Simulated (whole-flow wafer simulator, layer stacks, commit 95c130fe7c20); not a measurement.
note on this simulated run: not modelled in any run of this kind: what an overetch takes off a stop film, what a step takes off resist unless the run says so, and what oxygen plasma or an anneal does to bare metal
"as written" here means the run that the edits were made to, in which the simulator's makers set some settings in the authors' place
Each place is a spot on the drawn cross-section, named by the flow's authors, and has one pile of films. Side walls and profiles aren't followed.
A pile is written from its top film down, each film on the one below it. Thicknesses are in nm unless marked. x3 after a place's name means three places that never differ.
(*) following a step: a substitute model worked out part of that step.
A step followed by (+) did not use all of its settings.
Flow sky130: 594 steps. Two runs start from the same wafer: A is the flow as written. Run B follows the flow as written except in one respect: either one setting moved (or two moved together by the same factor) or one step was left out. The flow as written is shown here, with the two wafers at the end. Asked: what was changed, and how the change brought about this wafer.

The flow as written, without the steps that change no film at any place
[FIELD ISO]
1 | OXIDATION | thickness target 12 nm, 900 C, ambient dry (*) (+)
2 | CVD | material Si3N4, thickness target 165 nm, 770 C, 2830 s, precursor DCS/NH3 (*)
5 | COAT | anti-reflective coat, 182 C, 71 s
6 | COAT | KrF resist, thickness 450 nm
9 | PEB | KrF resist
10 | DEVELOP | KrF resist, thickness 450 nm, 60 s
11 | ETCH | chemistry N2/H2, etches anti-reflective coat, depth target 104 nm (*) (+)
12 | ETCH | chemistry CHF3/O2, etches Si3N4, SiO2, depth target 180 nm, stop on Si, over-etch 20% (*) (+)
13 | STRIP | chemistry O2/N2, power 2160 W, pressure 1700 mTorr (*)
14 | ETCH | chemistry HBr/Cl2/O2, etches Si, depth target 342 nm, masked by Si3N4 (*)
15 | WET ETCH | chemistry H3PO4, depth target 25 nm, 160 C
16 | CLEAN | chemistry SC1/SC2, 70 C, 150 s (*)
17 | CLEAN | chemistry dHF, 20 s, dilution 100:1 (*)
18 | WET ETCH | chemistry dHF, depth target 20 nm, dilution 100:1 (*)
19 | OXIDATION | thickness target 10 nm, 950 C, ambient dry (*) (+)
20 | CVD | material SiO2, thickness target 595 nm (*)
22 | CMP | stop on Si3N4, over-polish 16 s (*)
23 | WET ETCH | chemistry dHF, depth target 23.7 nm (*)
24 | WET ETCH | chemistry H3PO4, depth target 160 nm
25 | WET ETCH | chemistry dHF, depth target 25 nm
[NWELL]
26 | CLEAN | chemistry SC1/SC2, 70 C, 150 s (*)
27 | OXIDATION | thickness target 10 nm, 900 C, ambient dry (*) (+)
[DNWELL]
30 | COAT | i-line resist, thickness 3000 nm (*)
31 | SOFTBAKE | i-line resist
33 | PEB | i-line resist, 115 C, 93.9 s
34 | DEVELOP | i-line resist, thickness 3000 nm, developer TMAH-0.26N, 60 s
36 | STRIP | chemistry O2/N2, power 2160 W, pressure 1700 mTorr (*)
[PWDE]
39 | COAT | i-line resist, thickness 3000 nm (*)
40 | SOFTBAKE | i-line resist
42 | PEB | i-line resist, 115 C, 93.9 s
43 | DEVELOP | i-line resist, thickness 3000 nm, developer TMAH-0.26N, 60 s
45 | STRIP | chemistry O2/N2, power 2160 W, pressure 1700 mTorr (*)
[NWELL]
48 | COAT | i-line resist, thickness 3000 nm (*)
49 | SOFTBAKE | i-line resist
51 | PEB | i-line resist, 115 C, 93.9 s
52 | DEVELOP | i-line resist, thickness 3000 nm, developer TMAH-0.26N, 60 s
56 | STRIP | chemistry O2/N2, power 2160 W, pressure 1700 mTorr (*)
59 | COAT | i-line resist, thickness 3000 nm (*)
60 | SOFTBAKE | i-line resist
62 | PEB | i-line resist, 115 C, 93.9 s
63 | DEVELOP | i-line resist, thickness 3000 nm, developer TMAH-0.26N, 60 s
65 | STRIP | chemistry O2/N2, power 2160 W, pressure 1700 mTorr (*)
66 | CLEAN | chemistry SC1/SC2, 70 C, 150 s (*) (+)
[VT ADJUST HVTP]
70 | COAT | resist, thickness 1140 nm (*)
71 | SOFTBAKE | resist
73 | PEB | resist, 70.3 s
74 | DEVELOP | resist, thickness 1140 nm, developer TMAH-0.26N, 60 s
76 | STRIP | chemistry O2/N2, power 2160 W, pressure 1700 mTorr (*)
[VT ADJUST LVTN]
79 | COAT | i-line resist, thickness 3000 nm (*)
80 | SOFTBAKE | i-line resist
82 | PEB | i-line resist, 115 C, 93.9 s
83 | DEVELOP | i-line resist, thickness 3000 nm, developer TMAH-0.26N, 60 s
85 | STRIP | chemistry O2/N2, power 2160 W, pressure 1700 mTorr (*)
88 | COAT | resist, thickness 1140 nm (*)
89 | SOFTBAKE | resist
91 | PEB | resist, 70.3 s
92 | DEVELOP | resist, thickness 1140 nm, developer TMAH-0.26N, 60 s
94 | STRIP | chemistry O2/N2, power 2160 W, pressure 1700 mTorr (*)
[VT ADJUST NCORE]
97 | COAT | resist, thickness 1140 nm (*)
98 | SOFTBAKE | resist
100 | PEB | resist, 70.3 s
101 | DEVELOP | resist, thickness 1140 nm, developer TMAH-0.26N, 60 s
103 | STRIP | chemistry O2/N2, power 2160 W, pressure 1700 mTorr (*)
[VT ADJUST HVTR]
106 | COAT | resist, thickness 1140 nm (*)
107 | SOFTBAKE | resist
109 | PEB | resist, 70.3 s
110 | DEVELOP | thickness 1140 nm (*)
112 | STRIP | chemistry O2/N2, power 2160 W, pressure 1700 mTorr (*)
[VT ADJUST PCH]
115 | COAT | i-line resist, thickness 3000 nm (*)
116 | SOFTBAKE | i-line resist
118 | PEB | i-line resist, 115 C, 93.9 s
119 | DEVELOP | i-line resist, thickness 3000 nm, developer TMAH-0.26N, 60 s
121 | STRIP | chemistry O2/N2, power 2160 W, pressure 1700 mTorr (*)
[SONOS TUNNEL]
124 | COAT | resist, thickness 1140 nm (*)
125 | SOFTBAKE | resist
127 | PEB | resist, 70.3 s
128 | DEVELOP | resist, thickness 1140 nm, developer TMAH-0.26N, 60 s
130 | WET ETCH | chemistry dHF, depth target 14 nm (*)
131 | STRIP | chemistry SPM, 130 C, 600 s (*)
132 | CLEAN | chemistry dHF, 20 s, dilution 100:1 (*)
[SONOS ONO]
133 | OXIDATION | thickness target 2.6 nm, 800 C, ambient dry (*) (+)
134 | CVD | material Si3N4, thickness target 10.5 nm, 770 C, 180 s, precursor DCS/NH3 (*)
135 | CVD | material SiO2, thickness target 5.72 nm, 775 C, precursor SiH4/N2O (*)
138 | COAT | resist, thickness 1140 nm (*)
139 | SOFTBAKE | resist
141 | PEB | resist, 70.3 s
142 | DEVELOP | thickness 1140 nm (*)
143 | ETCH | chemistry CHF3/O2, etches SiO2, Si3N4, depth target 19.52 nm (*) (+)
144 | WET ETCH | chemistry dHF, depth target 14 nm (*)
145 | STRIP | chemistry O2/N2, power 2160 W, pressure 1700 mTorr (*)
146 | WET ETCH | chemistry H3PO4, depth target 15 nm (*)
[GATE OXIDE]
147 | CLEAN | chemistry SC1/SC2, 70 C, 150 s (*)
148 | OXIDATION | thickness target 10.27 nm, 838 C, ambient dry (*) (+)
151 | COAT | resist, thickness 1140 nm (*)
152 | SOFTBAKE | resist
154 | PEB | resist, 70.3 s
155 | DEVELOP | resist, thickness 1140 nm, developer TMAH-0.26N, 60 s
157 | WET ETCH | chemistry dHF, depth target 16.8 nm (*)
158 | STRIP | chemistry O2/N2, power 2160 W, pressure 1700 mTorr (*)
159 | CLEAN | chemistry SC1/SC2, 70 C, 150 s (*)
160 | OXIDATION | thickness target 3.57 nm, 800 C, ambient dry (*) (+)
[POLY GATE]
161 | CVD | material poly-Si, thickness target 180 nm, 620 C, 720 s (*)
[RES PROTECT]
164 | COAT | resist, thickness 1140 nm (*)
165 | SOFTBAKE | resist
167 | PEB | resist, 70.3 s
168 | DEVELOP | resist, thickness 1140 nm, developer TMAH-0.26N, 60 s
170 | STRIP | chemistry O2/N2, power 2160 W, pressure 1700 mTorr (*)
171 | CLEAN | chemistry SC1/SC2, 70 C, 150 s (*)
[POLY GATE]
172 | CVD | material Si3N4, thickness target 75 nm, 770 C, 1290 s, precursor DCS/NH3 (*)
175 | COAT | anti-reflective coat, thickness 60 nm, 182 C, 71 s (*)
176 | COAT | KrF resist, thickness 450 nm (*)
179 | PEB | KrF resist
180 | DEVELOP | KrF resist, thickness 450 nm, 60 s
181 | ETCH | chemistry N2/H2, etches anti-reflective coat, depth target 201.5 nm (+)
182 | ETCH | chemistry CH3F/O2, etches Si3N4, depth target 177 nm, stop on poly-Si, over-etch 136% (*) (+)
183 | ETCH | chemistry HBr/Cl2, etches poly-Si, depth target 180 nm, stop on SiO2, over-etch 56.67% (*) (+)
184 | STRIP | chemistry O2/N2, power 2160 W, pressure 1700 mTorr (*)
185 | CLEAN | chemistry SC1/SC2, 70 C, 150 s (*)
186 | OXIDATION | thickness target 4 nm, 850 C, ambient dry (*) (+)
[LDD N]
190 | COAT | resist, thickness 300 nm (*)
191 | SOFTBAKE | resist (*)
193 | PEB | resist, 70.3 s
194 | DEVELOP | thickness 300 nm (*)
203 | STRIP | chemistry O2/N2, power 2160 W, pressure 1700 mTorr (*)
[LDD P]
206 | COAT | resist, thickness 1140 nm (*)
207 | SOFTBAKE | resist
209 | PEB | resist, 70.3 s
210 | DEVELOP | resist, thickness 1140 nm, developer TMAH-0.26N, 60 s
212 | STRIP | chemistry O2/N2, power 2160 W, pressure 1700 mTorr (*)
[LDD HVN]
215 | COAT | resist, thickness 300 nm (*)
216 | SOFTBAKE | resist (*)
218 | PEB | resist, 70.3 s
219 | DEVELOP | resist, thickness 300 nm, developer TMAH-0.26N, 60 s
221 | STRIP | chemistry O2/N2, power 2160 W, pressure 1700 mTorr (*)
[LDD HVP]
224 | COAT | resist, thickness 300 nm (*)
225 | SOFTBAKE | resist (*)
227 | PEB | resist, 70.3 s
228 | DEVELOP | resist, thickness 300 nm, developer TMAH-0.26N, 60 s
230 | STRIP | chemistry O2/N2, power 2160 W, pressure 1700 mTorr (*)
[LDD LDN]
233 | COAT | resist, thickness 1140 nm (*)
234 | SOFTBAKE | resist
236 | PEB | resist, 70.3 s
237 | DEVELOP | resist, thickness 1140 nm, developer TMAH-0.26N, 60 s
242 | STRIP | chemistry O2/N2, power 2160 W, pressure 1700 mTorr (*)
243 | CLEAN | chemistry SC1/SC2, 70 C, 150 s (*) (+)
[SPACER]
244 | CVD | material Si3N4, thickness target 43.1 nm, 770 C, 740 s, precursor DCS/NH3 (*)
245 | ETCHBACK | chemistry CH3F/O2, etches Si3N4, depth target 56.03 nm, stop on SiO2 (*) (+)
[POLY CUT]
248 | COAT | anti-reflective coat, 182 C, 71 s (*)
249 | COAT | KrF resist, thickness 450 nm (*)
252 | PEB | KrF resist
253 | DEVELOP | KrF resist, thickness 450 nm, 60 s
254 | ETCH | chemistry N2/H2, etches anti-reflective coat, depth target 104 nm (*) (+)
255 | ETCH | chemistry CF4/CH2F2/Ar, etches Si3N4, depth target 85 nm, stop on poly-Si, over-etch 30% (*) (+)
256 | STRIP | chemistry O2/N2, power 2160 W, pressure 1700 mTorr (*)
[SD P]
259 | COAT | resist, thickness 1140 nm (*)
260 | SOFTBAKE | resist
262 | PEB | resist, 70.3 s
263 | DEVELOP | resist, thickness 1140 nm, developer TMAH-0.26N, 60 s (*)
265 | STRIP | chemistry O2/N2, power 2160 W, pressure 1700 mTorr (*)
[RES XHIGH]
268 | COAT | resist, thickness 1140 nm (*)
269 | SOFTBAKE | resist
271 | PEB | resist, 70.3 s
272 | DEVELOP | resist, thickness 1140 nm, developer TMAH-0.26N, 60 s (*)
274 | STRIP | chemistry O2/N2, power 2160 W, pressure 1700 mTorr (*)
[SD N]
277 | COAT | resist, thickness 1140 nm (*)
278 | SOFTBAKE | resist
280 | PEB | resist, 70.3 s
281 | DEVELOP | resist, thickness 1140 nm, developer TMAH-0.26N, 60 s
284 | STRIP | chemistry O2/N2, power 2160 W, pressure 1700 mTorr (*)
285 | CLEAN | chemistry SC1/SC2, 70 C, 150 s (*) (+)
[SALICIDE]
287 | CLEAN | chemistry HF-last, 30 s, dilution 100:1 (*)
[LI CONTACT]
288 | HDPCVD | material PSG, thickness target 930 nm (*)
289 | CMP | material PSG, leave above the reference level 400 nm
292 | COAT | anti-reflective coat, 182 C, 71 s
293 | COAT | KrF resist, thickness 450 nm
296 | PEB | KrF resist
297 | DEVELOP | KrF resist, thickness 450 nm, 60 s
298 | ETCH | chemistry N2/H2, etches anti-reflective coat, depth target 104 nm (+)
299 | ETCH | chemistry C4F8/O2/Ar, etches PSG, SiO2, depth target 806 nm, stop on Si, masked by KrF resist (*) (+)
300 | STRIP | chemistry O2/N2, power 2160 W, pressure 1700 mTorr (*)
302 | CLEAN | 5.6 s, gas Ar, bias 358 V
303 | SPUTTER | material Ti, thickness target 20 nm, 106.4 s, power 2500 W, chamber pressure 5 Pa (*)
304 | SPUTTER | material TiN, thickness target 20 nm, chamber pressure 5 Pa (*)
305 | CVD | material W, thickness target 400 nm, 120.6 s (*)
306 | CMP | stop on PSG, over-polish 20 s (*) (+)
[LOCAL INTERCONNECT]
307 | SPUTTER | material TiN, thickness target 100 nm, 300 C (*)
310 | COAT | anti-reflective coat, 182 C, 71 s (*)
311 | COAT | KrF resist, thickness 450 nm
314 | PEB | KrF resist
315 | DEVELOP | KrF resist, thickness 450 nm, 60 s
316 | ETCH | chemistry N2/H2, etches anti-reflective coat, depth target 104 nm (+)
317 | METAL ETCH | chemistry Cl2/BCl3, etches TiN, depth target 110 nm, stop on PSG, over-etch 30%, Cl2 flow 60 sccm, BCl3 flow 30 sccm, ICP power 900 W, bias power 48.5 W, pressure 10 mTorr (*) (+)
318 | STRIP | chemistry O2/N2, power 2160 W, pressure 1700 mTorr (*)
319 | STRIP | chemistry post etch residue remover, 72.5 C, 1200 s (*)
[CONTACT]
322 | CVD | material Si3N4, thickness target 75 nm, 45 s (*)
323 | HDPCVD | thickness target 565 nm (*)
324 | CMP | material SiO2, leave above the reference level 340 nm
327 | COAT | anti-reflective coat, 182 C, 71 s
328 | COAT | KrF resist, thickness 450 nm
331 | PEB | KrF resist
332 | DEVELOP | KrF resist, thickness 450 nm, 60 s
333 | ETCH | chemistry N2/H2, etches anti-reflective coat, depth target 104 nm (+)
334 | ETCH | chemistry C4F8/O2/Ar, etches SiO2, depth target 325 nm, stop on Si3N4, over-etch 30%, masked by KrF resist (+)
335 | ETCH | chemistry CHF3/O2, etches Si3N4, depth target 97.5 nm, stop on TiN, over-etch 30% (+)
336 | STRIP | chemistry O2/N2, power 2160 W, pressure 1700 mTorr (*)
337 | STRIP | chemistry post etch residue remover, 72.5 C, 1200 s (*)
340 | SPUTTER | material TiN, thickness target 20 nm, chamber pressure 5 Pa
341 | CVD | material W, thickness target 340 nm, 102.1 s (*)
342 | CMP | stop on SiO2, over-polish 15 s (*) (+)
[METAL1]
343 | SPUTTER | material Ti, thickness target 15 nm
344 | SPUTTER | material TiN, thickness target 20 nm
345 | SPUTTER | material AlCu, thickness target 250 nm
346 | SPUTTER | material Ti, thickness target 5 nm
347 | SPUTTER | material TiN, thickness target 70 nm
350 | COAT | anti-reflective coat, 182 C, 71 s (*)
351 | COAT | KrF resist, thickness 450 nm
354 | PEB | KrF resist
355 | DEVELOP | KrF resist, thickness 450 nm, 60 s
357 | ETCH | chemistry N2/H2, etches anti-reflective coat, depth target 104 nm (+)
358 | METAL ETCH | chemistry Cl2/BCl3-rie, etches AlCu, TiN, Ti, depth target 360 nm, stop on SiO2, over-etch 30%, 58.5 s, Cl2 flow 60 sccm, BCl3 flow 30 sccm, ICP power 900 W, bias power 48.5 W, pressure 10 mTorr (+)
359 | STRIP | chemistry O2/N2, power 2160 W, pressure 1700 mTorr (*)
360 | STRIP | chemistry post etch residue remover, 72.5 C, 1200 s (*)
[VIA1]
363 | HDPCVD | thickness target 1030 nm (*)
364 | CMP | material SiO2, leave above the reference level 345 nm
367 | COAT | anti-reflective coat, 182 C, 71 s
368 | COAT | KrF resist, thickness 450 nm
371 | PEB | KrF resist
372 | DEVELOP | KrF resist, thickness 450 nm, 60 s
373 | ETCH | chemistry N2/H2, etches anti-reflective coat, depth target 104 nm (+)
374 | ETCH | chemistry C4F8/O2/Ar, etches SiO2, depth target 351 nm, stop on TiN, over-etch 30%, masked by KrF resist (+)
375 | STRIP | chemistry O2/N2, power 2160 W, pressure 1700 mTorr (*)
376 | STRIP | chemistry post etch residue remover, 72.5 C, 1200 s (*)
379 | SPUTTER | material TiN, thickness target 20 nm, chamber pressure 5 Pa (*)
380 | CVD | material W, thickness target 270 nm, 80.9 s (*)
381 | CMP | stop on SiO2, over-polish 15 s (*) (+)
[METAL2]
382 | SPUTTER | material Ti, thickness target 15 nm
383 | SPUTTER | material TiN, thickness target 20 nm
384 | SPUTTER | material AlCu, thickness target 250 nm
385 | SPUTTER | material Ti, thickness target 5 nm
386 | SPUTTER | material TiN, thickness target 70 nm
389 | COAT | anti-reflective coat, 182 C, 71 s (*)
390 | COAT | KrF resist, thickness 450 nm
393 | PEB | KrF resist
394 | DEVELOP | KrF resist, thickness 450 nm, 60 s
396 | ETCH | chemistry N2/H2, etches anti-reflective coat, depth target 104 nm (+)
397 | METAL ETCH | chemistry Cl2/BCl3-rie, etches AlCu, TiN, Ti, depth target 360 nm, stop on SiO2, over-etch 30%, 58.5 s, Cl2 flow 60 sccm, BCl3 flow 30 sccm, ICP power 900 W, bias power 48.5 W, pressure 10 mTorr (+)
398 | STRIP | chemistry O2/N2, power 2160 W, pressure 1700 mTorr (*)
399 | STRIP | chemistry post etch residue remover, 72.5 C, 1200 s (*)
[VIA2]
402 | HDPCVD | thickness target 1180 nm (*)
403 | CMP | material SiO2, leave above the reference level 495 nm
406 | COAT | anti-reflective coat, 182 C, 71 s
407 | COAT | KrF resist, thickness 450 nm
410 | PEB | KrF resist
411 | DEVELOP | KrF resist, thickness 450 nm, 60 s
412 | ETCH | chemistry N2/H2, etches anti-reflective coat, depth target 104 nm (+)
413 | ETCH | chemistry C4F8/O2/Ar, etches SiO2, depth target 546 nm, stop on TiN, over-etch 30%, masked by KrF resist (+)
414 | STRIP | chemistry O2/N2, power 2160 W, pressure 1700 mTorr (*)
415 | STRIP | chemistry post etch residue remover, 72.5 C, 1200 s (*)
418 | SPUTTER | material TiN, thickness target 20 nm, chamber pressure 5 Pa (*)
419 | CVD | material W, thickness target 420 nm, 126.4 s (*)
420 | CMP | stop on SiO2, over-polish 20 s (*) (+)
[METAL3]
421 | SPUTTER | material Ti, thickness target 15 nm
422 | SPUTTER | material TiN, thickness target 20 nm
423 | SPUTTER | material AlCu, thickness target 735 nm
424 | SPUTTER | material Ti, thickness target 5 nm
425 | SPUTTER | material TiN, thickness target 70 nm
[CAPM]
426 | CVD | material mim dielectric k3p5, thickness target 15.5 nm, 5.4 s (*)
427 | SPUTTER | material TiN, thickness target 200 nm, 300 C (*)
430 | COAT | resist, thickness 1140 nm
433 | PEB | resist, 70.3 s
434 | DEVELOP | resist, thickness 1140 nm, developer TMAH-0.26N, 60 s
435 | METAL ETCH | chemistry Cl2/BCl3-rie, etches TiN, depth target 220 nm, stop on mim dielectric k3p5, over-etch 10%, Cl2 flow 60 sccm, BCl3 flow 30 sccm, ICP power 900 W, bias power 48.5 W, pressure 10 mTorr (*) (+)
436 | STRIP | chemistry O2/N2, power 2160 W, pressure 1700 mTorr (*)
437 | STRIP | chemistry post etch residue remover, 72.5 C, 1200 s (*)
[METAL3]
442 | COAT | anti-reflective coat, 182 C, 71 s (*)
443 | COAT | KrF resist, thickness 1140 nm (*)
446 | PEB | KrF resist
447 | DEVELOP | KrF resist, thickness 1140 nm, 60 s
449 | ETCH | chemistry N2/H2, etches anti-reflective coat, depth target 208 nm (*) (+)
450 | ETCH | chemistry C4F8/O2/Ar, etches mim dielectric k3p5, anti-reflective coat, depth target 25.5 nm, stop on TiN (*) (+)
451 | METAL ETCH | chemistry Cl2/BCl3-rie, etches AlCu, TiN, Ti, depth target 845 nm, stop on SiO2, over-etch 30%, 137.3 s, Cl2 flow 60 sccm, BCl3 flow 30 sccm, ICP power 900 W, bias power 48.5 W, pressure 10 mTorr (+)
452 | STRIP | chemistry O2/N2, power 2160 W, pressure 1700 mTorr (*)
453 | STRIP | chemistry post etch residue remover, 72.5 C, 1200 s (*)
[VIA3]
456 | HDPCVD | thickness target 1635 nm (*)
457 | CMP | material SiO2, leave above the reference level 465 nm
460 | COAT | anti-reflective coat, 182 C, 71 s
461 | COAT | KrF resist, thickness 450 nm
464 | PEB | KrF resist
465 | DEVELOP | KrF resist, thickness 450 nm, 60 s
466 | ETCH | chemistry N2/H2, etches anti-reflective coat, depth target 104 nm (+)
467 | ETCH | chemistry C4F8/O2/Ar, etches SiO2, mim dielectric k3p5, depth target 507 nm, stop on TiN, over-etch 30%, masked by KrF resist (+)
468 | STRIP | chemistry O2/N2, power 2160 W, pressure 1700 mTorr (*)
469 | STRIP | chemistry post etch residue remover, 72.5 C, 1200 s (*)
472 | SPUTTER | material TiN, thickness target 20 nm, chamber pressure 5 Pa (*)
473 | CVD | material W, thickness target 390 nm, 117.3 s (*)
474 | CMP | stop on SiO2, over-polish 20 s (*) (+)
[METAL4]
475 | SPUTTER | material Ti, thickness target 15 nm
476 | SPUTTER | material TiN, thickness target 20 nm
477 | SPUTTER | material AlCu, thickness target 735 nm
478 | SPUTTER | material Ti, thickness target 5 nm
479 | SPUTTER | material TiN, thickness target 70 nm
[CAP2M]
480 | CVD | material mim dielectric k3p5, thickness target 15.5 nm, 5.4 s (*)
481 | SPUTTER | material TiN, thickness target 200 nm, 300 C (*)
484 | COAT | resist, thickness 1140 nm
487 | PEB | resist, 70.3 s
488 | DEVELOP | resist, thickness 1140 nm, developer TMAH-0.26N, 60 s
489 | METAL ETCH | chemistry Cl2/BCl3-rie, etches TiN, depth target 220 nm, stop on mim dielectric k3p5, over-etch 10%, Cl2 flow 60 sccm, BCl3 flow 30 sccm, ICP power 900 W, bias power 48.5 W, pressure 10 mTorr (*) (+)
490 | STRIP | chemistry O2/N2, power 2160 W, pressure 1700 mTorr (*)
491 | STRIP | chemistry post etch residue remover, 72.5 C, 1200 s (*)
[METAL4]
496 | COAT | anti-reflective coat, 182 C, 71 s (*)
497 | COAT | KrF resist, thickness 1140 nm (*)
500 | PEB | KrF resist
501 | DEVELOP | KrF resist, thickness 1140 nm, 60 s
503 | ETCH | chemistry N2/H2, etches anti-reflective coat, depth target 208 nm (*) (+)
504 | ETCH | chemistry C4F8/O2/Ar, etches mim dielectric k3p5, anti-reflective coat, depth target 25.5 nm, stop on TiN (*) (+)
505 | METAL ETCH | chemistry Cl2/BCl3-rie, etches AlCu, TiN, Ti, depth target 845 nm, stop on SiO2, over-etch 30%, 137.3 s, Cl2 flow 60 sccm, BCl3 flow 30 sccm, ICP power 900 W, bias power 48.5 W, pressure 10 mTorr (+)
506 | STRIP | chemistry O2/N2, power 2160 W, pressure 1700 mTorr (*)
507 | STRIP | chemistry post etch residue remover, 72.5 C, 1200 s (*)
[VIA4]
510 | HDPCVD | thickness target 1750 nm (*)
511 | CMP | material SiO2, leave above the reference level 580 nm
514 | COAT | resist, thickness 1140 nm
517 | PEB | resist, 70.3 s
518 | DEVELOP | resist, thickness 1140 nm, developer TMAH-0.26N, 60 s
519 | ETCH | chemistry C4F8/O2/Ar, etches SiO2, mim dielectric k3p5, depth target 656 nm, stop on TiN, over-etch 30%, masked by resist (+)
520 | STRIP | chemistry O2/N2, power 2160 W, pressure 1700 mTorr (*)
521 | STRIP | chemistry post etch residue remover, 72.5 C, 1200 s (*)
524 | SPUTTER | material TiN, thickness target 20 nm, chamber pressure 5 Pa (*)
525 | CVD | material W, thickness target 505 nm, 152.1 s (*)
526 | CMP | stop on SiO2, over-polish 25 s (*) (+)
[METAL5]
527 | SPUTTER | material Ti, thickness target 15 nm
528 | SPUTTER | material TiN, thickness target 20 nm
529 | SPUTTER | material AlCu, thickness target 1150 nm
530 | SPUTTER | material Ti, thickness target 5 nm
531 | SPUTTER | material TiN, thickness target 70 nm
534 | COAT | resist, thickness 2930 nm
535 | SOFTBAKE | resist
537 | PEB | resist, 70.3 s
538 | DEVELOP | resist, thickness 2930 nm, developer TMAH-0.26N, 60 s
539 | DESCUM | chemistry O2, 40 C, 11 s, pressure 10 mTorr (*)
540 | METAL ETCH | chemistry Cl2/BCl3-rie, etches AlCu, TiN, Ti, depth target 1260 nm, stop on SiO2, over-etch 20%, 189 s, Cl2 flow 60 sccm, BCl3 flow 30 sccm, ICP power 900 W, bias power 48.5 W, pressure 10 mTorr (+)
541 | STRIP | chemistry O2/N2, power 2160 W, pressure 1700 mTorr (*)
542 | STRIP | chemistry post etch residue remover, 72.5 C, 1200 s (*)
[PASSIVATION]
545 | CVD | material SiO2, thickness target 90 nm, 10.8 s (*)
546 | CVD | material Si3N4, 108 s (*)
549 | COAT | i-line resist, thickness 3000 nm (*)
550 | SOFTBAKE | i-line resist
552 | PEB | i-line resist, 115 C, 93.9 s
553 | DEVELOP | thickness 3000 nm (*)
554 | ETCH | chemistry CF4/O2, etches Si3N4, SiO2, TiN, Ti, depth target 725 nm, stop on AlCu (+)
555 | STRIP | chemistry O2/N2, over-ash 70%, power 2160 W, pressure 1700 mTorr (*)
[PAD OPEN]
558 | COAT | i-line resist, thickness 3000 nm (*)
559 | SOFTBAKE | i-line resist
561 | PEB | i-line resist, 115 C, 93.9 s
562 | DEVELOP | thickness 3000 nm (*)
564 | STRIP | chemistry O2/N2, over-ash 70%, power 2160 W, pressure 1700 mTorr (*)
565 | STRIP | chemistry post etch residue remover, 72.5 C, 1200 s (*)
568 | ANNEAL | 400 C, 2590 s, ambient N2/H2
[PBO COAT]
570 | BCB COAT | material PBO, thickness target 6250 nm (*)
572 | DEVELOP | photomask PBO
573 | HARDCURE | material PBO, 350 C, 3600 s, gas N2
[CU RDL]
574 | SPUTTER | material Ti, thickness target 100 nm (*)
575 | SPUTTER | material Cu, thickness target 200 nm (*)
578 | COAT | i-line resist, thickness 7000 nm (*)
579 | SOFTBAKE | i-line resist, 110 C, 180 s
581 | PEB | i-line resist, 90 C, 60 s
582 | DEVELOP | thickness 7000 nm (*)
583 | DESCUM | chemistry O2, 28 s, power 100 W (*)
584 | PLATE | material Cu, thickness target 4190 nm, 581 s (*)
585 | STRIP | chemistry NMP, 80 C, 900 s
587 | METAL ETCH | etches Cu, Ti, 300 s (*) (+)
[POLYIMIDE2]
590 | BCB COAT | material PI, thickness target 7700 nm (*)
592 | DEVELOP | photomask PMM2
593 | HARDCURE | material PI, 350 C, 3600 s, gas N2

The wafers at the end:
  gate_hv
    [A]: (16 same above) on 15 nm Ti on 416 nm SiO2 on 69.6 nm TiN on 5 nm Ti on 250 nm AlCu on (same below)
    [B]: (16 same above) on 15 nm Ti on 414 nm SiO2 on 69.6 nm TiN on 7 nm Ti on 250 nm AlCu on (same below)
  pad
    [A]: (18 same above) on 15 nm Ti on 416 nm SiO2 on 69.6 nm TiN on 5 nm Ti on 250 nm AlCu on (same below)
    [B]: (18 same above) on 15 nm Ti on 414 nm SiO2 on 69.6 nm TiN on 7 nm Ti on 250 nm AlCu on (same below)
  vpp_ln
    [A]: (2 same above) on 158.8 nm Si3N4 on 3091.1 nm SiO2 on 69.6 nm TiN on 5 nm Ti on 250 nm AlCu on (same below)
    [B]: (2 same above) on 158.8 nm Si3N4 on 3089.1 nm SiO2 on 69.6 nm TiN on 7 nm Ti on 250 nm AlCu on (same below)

The reason: step 385, SPUTTER: thickness target 7 nm was run, while the flow as written has thickness target 5 nm.
The wafer itself shows it: gate_hv has Ti 7, and step 385 as written asks for 5 nm.

How this came from the change, step by step:
  385 | SPUTTER | material Ti, thickness target 5 nm
      field, active, n_well and 188 more: A +5 Ti (new film) | B +7 Ti (new film)
  397 | METAL ETCH | chemistry Cl2/BCl3-rie, etches AlCu, TiN, Ti, depth target 360 nm, stop on SiO2, over-etch 30%, 58.5 s, Cl2 flow 60 sccm, BCl3 flow 30 sccm, ICP power 900 W, bias power 48.5 W, pressure 10 mTorr (+)
      field, active, gate and 82 more: A -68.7 TiN (all of it), -5 Ti (all of it), -250 AlCu (all of it), -20 TiN (all of it), -15 Ti (all of it), -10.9 SiO2 | B -68.7 TiN (all of it), -7 Ti (all of it), -250 AlCu (all of it), -20 TiN (all of it), -15 Ti (all of it), -10.7 SiO2
